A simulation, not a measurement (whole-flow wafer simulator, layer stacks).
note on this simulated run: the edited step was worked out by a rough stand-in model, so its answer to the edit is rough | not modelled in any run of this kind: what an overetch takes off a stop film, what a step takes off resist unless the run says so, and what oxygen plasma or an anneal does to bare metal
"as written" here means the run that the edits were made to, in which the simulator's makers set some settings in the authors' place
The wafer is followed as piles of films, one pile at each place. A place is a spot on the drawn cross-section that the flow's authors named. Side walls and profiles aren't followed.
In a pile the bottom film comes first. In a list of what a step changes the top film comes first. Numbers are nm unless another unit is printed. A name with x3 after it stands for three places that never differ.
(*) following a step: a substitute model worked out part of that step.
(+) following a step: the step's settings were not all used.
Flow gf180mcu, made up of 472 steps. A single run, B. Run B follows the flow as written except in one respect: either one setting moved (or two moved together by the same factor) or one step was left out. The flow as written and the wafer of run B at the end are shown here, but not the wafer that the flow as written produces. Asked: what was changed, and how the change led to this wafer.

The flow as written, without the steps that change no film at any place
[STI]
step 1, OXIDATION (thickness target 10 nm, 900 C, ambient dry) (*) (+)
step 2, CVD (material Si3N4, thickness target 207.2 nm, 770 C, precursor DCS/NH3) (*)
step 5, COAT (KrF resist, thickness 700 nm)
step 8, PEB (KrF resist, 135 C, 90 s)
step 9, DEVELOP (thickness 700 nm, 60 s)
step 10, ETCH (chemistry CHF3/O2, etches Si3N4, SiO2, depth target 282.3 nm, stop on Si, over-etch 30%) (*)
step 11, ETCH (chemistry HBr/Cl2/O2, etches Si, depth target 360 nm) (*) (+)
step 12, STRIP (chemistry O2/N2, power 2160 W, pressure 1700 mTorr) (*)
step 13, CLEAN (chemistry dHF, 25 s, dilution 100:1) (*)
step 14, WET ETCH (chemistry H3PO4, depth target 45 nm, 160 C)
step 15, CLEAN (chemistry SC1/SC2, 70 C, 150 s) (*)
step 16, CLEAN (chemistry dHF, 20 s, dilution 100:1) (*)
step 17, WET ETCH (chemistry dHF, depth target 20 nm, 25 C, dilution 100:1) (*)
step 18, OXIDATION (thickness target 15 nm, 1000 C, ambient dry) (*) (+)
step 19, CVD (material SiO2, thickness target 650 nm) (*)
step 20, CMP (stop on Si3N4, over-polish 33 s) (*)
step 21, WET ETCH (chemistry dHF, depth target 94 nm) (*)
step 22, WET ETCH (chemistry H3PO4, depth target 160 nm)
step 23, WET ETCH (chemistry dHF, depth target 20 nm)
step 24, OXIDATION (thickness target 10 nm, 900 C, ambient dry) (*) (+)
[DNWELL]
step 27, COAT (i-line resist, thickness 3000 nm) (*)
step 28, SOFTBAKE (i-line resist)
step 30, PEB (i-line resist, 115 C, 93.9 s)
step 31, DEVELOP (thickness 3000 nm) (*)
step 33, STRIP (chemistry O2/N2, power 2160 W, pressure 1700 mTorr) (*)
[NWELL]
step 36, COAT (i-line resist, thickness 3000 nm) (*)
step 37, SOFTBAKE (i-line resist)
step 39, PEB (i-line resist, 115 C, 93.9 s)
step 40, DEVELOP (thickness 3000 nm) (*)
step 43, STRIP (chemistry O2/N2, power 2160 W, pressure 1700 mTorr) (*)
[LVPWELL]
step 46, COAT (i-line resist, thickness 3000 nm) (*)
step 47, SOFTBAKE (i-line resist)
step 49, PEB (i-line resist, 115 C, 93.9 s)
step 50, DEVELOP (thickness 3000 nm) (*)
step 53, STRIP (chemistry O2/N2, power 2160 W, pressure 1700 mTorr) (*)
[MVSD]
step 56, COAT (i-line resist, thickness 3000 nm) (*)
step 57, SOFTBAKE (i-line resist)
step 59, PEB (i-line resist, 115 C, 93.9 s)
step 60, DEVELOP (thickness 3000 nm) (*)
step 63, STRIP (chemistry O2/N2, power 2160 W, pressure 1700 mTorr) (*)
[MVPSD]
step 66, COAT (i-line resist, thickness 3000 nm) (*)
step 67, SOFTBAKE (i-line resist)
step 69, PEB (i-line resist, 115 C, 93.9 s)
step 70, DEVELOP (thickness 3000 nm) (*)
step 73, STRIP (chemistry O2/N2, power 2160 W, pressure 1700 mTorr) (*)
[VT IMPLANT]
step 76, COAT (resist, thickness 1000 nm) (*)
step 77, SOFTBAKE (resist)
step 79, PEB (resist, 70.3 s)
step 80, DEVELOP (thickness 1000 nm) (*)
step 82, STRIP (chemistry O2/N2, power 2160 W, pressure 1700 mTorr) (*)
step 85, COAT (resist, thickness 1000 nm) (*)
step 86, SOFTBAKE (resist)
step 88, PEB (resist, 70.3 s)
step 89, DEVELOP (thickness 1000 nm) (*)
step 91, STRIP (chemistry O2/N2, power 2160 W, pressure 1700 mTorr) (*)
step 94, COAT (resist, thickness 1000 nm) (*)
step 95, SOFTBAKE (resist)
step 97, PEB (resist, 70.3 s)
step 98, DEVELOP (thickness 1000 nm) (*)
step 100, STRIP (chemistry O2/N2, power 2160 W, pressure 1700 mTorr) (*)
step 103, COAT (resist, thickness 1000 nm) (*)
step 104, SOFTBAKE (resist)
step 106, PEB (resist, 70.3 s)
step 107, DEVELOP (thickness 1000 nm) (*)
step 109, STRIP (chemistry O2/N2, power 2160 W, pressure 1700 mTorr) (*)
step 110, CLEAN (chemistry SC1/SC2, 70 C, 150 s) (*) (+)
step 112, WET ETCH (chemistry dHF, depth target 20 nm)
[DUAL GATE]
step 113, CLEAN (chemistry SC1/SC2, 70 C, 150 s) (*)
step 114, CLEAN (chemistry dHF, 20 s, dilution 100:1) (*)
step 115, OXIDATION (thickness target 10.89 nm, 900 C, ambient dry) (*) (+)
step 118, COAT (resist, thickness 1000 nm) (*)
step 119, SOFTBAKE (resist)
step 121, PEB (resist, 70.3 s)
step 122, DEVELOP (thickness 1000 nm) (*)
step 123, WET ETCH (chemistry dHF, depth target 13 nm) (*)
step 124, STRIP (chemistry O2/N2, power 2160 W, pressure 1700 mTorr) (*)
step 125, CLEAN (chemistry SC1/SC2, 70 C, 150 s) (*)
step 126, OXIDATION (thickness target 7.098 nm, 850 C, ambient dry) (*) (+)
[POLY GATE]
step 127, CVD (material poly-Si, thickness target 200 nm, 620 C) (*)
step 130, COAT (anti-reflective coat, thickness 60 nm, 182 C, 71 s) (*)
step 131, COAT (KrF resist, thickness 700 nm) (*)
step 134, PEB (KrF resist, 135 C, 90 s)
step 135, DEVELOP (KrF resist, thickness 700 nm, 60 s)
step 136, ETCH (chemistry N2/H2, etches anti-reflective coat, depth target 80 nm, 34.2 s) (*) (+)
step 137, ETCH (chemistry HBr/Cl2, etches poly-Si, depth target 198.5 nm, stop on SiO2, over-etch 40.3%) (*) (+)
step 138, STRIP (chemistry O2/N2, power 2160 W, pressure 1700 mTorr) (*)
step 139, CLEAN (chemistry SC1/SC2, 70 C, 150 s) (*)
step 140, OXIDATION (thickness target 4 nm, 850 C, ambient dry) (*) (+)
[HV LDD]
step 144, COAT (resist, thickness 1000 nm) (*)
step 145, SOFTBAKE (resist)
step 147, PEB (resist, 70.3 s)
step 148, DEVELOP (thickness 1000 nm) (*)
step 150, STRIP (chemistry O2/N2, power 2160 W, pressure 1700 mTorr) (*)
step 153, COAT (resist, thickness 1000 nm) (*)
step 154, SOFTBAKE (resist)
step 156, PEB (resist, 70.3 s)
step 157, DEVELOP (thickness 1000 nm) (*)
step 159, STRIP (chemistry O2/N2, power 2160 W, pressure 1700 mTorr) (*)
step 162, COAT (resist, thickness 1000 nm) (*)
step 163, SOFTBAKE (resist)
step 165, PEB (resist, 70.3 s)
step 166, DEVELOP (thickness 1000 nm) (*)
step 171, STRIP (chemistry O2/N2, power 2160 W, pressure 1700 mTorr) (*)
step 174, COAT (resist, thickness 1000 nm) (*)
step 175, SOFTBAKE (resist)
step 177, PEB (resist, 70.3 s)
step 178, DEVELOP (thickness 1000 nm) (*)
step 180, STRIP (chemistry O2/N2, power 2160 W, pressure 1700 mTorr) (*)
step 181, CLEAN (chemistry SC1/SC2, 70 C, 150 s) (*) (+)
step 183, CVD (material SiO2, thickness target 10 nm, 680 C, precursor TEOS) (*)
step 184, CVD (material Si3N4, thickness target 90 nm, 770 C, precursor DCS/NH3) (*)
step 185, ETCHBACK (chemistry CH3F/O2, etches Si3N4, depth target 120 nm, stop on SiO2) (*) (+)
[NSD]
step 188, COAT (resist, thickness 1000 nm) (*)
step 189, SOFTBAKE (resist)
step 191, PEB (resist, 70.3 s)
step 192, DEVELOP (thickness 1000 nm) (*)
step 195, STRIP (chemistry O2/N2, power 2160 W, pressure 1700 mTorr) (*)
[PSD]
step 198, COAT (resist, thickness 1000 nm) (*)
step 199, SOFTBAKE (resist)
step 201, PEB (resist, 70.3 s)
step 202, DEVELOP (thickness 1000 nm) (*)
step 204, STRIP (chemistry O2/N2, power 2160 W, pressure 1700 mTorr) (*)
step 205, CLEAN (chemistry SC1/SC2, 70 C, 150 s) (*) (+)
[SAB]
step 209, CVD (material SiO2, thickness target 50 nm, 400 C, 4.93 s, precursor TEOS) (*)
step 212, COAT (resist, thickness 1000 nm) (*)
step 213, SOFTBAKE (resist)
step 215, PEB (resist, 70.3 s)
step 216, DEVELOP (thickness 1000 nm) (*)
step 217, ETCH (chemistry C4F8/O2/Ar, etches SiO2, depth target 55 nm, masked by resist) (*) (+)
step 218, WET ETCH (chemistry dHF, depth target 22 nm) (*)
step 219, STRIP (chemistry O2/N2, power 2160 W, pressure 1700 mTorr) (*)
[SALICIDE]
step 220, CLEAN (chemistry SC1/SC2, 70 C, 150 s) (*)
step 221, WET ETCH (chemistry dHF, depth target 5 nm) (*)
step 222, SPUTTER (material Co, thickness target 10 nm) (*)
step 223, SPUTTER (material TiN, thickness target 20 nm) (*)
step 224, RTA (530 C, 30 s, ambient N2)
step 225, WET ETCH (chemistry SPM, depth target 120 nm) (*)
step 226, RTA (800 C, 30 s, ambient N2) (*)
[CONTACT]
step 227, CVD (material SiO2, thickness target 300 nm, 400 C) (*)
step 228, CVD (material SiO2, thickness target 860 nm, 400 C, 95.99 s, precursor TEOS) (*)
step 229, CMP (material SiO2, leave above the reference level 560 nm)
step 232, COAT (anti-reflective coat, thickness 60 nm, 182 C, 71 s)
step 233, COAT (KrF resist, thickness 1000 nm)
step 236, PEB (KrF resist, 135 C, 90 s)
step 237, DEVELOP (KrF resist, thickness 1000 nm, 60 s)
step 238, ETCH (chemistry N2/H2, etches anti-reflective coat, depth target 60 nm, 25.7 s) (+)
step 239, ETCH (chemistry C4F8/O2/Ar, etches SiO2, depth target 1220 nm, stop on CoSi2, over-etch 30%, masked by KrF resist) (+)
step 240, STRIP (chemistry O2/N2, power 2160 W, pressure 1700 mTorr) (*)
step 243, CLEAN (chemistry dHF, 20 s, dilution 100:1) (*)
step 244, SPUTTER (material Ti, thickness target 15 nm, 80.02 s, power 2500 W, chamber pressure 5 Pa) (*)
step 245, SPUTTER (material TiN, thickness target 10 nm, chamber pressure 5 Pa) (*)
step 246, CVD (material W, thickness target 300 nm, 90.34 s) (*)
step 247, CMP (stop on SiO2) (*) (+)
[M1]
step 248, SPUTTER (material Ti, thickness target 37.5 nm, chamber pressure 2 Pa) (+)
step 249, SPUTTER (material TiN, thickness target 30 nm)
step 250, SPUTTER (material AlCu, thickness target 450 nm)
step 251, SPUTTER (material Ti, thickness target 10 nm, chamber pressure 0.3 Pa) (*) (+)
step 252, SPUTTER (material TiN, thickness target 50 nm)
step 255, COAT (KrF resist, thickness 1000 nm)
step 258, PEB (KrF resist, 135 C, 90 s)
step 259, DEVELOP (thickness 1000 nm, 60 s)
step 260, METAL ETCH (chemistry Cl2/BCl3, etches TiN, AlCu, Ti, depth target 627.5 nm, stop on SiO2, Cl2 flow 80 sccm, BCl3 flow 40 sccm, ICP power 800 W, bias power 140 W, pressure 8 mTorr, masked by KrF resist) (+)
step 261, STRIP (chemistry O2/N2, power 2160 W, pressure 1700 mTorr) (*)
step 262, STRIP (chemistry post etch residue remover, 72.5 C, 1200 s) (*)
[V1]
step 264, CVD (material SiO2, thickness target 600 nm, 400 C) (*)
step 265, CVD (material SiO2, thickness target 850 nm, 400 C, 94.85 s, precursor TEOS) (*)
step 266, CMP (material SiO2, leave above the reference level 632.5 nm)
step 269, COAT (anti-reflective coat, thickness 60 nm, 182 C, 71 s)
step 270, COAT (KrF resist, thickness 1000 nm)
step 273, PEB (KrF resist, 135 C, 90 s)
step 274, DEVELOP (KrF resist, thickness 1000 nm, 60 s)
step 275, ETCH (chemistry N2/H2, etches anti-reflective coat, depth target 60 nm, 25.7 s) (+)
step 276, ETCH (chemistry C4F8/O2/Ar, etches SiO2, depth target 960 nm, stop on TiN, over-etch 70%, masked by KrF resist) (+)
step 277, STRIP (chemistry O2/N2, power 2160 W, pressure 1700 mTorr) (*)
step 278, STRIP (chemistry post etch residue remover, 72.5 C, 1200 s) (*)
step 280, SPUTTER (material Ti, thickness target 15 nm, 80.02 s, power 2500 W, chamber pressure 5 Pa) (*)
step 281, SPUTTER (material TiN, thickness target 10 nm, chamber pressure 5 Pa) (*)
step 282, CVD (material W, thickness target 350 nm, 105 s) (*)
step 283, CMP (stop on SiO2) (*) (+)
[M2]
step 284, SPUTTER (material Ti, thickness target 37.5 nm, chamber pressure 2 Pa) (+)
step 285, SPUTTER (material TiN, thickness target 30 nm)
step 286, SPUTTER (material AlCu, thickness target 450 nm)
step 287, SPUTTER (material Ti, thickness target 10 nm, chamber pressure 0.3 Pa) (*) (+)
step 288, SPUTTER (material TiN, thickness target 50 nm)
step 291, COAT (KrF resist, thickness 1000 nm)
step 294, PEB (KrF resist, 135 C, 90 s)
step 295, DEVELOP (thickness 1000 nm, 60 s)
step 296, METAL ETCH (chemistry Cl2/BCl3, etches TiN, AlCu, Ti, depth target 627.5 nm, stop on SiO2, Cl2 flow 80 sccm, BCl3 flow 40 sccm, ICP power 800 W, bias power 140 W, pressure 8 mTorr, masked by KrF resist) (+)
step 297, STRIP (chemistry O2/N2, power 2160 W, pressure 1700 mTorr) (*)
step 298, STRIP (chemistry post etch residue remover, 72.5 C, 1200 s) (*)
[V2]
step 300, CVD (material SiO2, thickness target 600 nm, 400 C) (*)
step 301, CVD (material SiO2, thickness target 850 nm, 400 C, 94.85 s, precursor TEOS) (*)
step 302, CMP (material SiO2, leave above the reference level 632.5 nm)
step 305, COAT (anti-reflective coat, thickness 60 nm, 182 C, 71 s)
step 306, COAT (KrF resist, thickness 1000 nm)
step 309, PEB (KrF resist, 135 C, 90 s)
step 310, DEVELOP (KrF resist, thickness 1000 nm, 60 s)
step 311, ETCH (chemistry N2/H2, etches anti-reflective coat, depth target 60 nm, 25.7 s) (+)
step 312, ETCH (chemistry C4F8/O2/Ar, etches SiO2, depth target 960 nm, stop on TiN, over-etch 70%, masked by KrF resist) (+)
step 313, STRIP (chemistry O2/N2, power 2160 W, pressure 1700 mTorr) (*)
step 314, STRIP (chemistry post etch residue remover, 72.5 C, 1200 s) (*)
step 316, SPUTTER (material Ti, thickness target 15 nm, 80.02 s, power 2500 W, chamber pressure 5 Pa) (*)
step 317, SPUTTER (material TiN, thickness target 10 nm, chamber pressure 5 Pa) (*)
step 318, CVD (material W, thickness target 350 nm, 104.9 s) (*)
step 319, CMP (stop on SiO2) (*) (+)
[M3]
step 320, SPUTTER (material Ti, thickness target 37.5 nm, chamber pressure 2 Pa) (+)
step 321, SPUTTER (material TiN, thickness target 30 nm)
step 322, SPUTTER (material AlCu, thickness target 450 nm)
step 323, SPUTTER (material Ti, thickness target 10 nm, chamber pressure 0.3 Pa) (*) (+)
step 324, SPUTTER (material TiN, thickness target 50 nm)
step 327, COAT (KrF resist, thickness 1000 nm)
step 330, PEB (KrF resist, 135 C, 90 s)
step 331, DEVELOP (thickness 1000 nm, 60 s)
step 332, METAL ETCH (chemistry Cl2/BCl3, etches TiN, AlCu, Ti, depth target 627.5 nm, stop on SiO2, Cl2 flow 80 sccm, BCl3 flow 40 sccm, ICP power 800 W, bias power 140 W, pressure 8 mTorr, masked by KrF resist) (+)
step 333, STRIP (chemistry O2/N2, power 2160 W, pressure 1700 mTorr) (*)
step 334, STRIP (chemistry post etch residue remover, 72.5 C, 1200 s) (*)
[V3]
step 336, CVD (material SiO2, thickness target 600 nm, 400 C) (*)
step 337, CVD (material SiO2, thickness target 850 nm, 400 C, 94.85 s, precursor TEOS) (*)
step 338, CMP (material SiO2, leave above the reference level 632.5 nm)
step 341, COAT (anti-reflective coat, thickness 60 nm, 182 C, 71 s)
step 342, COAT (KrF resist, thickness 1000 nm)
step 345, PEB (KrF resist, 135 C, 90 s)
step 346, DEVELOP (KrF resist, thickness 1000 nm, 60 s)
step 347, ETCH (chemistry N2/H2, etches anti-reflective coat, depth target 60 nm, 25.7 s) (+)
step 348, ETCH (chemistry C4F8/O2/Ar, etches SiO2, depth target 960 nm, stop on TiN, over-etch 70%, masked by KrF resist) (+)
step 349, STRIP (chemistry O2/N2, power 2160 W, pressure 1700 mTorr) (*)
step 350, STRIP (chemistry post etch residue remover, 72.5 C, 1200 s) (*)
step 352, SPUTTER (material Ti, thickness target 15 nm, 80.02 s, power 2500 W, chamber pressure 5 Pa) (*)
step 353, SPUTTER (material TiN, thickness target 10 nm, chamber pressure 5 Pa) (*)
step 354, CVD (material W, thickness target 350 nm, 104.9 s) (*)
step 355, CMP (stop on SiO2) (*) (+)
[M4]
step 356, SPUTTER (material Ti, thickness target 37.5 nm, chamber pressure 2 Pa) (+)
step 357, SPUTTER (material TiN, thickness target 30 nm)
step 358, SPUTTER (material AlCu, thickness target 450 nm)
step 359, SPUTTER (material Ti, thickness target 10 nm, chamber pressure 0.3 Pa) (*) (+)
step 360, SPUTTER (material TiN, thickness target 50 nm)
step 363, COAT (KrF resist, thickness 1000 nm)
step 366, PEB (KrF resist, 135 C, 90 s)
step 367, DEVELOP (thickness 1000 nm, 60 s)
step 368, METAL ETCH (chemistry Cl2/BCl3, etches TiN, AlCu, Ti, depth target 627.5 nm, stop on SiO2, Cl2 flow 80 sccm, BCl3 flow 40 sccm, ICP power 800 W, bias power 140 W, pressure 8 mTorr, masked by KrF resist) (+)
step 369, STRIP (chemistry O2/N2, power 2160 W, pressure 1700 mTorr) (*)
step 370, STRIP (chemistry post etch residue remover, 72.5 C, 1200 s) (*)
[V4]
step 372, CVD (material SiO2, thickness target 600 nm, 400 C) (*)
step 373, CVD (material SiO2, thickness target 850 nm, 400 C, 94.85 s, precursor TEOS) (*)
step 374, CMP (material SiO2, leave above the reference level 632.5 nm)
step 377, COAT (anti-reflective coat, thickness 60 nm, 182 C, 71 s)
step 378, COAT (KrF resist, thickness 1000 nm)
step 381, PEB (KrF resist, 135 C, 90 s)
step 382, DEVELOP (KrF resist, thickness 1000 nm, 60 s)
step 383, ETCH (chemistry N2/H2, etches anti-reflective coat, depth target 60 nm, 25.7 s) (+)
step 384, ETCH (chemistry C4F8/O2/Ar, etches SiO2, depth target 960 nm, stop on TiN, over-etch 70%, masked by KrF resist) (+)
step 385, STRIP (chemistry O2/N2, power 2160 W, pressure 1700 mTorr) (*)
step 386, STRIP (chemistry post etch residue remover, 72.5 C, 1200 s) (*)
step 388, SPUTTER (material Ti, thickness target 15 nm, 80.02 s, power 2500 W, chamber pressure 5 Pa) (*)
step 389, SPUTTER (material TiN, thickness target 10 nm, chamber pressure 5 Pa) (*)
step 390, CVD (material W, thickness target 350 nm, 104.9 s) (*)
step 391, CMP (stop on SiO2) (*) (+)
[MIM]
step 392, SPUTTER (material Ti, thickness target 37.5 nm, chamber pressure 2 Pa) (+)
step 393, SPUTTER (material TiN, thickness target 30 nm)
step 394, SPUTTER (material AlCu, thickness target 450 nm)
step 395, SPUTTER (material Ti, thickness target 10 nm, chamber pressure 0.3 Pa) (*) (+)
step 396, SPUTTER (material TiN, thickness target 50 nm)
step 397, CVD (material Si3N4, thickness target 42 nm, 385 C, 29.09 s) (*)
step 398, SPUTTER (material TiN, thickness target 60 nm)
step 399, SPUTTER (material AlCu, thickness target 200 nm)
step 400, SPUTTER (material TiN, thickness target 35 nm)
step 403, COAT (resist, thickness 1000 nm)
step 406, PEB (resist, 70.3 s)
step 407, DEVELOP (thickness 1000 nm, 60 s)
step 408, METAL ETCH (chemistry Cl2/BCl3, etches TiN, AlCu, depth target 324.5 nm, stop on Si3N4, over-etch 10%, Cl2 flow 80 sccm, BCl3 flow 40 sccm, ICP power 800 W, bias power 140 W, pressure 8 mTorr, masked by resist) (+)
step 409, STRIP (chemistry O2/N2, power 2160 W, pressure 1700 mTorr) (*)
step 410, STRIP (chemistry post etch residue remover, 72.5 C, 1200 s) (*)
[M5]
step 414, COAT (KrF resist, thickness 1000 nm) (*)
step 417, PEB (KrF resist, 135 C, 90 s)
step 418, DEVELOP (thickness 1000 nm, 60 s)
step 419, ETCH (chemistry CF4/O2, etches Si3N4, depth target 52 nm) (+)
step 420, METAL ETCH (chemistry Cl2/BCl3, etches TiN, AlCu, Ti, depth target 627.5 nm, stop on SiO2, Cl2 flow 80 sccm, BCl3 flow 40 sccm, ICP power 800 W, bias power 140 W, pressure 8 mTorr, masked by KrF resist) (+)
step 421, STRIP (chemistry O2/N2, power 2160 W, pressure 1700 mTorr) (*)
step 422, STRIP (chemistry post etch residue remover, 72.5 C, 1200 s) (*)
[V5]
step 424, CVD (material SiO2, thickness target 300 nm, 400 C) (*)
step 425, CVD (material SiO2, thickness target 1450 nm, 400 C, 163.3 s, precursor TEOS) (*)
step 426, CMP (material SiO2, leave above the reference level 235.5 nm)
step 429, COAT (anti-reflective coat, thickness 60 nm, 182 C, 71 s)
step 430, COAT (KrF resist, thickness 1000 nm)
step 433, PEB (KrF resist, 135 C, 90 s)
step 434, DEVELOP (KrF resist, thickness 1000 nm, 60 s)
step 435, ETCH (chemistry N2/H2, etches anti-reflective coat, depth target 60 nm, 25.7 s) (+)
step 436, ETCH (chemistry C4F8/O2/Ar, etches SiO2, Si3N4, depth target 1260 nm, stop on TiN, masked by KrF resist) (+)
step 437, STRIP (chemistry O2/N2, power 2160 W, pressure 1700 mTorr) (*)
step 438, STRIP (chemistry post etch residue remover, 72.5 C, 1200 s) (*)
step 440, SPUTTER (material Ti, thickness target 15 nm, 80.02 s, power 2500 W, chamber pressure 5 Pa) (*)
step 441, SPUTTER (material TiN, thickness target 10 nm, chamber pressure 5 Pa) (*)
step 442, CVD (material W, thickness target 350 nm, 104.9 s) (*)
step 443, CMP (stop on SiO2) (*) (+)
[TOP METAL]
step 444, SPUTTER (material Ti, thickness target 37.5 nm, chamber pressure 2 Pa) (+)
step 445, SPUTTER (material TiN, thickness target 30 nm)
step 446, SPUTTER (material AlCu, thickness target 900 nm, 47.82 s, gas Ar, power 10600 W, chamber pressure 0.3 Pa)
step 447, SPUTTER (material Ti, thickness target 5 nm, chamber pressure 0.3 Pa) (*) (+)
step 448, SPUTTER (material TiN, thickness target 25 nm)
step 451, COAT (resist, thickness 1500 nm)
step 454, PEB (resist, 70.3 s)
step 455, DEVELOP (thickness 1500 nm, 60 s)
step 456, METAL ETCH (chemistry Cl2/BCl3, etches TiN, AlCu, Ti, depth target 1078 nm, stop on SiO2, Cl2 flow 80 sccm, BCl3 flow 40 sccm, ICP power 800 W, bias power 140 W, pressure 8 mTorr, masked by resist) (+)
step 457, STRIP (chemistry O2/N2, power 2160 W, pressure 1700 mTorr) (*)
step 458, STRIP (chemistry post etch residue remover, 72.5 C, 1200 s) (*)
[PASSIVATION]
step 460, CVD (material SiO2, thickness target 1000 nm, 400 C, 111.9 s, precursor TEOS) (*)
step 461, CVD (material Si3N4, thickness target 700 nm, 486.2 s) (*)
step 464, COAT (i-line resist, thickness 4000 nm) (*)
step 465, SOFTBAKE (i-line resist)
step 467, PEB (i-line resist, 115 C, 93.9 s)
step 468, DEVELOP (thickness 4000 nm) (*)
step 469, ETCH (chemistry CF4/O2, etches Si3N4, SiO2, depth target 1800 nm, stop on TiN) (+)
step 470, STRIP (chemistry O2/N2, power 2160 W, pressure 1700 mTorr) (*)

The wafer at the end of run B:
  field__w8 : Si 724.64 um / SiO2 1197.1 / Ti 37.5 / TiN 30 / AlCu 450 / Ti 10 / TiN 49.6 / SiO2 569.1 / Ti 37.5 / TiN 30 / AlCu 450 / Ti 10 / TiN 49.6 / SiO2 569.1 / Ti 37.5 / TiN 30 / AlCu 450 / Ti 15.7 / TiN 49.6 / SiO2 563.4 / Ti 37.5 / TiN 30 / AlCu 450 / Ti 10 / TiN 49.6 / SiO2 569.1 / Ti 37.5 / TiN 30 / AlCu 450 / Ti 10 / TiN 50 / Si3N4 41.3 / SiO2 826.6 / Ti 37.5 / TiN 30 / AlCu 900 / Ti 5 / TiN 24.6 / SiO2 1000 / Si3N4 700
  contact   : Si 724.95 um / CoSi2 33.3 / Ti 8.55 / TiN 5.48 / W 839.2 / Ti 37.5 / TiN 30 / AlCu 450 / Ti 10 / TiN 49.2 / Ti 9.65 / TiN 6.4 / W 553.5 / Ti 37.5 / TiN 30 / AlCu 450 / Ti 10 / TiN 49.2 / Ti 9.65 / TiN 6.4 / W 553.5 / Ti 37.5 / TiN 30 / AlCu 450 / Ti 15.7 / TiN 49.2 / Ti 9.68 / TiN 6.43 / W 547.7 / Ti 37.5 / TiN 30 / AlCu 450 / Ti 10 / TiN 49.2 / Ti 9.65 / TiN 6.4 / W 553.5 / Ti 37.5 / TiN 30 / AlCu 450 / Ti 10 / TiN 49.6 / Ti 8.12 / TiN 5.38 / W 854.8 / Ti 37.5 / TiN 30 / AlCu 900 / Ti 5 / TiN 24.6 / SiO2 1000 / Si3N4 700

Cause: step 323, SPUTTER: thickness target 15.7 nm was run, though the flow has thickness target 10 nm.
The wafer lets one read it off: field__w8 has Ti 15.7, and step 323 as written asks for 10 nm.

Step by step, how the change led to this:
  step 323, SPUTTER (material Ti, thickness target 10 nm, chamber pressure 0.3 Pa) (*) (+)
      field, field__w1, field__w2 and 108 more: +15.7 Ti (new film) (in the flow as written it would be: +10 Ti (new film))
  step 332, METAL ETCH (chemistry Cl2/BCl3, etches TiN, AlCu, Ti, depth target 627.5 nm, stop on SiO2, Cl2 flow 80 sccm, BCl3 flow 40 sccm, ICP power 800 W, bias power 140 W, pressure 8 mTorr, masked by KrF resist) (+)
      field, field__w1, field__w2 and 103 more: -50 TiN (all of it), -15.7 Ti (all of it), -450 AlCu (all of it), -30 TiN (all of it), -37.5 Ti (all of it) (in the flow as written it would be: -50 TiN (all of it), -10 Ti (all of it), -450 AlCu (all of it), -30 TiN (all of it), -37.5 Ti (all of it))
